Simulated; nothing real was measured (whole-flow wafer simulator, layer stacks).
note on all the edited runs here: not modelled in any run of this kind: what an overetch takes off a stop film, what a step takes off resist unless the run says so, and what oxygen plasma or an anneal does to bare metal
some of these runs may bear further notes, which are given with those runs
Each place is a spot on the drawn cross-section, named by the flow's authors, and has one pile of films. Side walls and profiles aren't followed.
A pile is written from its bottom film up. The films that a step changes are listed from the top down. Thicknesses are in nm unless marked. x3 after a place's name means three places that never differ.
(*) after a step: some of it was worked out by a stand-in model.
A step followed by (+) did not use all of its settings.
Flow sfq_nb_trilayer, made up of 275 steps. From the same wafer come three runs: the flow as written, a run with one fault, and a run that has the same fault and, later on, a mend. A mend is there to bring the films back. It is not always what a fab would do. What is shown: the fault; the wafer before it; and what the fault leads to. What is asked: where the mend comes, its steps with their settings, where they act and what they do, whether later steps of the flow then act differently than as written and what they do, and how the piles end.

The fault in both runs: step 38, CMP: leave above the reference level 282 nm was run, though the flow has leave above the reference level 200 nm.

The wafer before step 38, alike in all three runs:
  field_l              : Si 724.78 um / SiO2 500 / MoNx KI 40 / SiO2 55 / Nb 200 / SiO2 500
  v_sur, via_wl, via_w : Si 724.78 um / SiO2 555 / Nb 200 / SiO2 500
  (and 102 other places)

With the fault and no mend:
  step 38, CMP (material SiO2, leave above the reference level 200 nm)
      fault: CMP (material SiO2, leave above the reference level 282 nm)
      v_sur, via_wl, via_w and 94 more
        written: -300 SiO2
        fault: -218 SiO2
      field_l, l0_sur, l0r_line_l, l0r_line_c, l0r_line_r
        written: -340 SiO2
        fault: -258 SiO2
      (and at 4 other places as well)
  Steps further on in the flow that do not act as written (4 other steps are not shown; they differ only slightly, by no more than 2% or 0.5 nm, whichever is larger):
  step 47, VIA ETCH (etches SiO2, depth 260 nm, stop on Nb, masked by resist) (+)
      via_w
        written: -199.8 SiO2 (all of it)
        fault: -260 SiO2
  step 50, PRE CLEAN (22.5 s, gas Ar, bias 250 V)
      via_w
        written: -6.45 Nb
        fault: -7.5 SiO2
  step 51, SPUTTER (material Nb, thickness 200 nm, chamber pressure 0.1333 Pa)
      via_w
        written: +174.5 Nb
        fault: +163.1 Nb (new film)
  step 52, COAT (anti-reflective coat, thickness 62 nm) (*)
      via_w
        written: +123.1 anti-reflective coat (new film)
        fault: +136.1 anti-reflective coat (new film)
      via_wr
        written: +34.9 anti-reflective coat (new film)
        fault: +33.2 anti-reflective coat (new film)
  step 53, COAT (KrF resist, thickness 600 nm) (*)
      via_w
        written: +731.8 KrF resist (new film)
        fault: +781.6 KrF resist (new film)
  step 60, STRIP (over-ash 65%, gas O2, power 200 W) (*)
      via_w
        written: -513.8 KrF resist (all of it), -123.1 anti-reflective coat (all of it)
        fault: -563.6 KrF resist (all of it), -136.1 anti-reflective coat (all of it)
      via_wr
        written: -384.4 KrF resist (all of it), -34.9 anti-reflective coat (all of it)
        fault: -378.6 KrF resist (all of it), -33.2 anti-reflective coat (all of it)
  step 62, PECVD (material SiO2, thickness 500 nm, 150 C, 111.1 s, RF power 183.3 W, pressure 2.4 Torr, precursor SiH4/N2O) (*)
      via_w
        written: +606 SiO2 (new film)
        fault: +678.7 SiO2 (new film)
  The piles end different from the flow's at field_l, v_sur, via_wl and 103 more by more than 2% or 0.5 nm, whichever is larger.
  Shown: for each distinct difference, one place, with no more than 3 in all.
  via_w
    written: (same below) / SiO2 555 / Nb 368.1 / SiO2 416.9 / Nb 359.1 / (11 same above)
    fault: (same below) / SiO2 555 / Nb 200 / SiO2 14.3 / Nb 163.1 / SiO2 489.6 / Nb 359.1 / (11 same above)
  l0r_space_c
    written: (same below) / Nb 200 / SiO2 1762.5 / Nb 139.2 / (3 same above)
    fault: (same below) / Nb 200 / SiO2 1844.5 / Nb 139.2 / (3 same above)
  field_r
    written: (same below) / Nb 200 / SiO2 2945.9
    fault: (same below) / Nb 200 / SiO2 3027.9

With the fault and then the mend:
  After step 45 comes the mend.
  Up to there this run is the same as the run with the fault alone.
  step 45a, STRIP (over-ash 65%, gas O2, power 200 W) (*)
      field_l, v_sur, via_wl and 102 more
        -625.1 KrF resist (all of it), -62 anti-reflective coat (all of it)
      via_w
        -62 anti-reflective coat (all of it)
  step 45b, CMP (material SiO2, leave above the reference level 200 nm) (the flow's step 38 again)
      field_l, v_sur, via_wl and 103 more
        -82 SiO2
  step 45c, COAT (anti-reflective coat, thickness 62 nm) (the flow's step 40 again)
      field_l, v_sur, via_wl and 103 more
        +62 anti-reflective coat (new film)
  step 45d, COAT (KrF resist, thickness 650 nm) (the flow's step 41 again)
      field_l, v_sur, via_wl and 103 more
        +650 KrF resist (new film)
  step 45e, SOFTBAKE (KrF resist) (the flow's step 42 again)
      leaves every film unchanged at each place that is followed
  step 45f, EXPOSE (photomask I0, dose 11.91 mJ/cm2, NA 0.6, wavelength 248 nm) (*) (the flow's step 43 again)
      leaves every film unchanged at each place that is followed
  step 45g, PEB (KrF resist, 90 s) (the flow's step 44 again)
      field_l, v_sur, via_wl and 103 more
        -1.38 KrF resist
  step 45h, DEVELOP (KrF resist, thickness 650 nm, 60 s) (the flow's step 45 again)
      field_l, v_sur, via_wl and 102 more
        -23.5 KrF resist
      via_w
        -648.6 KrF resist (all of it)
  None of the later steps of the flow acts differently than as written at any place that is followed.
  By the end, the piles equal the flow's at every place that both follow.
